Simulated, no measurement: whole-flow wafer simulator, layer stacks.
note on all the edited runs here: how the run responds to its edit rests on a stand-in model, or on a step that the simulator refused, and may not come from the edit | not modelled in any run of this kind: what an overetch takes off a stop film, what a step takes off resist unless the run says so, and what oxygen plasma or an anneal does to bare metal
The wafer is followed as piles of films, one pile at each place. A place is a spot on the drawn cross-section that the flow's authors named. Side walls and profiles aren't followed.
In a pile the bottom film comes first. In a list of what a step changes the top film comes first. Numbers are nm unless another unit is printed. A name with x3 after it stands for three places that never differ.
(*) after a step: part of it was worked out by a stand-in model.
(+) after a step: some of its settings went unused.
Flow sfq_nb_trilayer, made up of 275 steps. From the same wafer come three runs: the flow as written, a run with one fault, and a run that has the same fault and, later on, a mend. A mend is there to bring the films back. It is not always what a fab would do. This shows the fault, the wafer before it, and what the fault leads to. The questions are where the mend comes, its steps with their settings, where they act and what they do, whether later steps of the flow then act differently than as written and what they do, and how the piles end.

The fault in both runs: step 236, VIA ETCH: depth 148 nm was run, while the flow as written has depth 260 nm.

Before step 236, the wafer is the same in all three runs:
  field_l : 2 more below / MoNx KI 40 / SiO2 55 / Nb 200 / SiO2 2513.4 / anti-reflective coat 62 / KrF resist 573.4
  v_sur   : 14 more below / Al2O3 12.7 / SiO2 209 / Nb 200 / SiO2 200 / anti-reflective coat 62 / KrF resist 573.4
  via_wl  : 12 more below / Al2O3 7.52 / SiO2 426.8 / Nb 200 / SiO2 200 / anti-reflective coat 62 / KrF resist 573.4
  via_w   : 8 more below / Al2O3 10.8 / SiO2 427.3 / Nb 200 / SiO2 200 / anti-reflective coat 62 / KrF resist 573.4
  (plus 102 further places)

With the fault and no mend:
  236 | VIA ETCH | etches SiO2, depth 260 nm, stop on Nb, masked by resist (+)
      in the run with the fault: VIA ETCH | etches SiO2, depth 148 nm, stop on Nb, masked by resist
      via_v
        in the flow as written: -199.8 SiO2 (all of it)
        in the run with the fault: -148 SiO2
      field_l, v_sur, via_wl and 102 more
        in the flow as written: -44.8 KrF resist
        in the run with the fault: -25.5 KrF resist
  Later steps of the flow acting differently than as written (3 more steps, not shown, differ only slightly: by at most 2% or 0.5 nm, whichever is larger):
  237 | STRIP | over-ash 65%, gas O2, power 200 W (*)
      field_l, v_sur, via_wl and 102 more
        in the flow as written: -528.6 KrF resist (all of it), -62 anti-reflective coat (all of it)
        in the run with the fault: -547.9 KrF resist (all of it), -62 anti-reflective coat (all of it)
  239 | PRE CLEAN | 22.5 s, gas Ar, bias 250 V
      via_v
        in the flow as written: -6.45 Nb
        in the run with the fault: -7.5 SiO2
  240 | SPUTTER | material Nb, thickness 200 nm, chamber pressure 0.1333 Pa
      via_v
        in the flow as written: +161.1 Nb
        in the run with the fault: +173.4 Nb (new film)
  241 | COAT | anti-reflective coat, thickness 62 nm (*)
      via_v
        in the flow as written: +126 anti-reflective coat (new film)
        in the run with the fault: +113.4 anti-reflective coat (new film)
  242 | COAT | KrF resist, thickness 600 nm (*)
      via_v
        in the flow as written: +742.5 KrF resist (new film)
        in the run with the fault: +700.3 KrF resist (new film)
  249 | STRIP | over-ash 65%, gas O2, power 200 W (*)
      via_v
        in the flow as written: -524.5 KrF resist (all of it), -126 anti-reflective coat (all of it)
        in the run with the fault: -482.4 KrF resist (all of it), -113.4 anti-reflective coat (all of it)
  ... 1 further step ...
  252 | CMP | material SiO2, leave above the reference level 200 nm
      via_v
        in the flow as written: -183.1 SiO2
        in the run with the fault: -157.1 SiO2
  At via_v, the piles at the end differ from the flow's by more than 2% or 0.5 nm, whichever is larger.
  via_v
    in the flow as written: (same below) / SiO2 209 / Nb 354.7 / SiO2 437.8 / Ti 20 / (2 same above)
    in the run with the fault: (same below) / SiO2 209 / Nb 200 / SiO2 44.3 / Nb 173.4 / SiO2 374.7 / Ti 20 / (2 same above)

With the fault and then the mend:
  The mend follows step 237.
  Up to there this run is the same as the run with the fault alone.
  237a | COAT | anti-reflective coat, thickness 62 nm (*) (the flow's step 229, run once more)
      p4_fl x3, p4_w1 x9, p4_g1 x2 and 63 more
        +62 anti-reflective coat (new film)
      r_sur, res, r_end and 9 more
        +61.8 anti-reflective coat (new film)
      c5j, ce_r, sp_r, be_r
        +61.7 anti-reflective coat (new film)
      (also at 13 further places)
  237b | COAT | KrF resist, thickness 650 nm (*) (the flow's step 230, run once more)
      p4_fl x3, p4_w1 x9, p4_g1 x2 and 63 more
        +650 KrF resist (new film)
      ln_m5, lsp_m, ln_m6, lsp_r, l0_sur, l0v
        +649.7 KrF resist (new film)
      r_end, moat, field_r, lsp_l
        +649.6 KrF resist (new film)
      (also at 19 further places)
  237c | SOFTBAKE | KrF resist (the flow's step 231, run once more)
      does not change any film at any place that is followed
  237d | EXPOSE | photomask I6, dose 11.91 mJ/cm2, NA 0.6, wavelength 248 nm (*) (the flow's step 232, run once more)
      does not change any film at any place that is followed
  237e | PEB | KrF resist, 90 s (the flow's step 233, run once more)
      c5j, ce_r, sp_r and 90 more
        -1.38 KrF resist
      field_l, v_sur, via_wl and 8 more
        -1.37 KrF resist
      via_wr
        -1.36 KrF resist
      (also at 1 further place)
  237f | DEVELOP | KrF resist, thickness 650 nm, 60 s (the flow's step 234, run once more)
      field_l, v_sur, via_wl and 102 more
        -23.5 KrF resist
      via_v
        -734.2 KrF resist (all of it)
  237g | VIA ETCH | etches anti-reflective coat, depth 125 nm, masked by resist (+) (the flow's step 235, run once more)
      field_l, v_sur, via_wl and 102 more
        -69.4 KrF resist
      via_v
        -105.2 anti-reflective coat (all of it), -0.1 SiO2
  237h | VIA ETCH | etches SiO2, depth 112 nm, stop on Nb, masked by resist (+) (the flow's step 236, run once more with other settings)
      field_l, v_sur, via_wl and 102 more
        -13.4 KrF resist
      via_v
        -51.7 SiO2 (all of it)
  237i | STRIP | over-ash 65%, gas O2, power 200 W (*) (the flow's step 237, run once more)
      p4_fl x3, p4_w1 x9, p4_g1 x2 and 63 more
        -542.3 KrF resist (all of it), -62 anti-reflective coat (all of it)
      moat, field_r, lsp_l, ln_m5, lsp_m, l0v
        -541.9 KrF resist (all of it), -61.8 anti-reflective coat (all of it)
      ln_m6, lsp_r, l0_sur
        -542 KrF resist (all of it), -61.8 anti-reflective coat (all of it)
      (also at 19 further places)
  None of the later steps of the flow acts differently than as written at any place that is followed.
  By the end, the piles equal the flow's at every place that both follow.
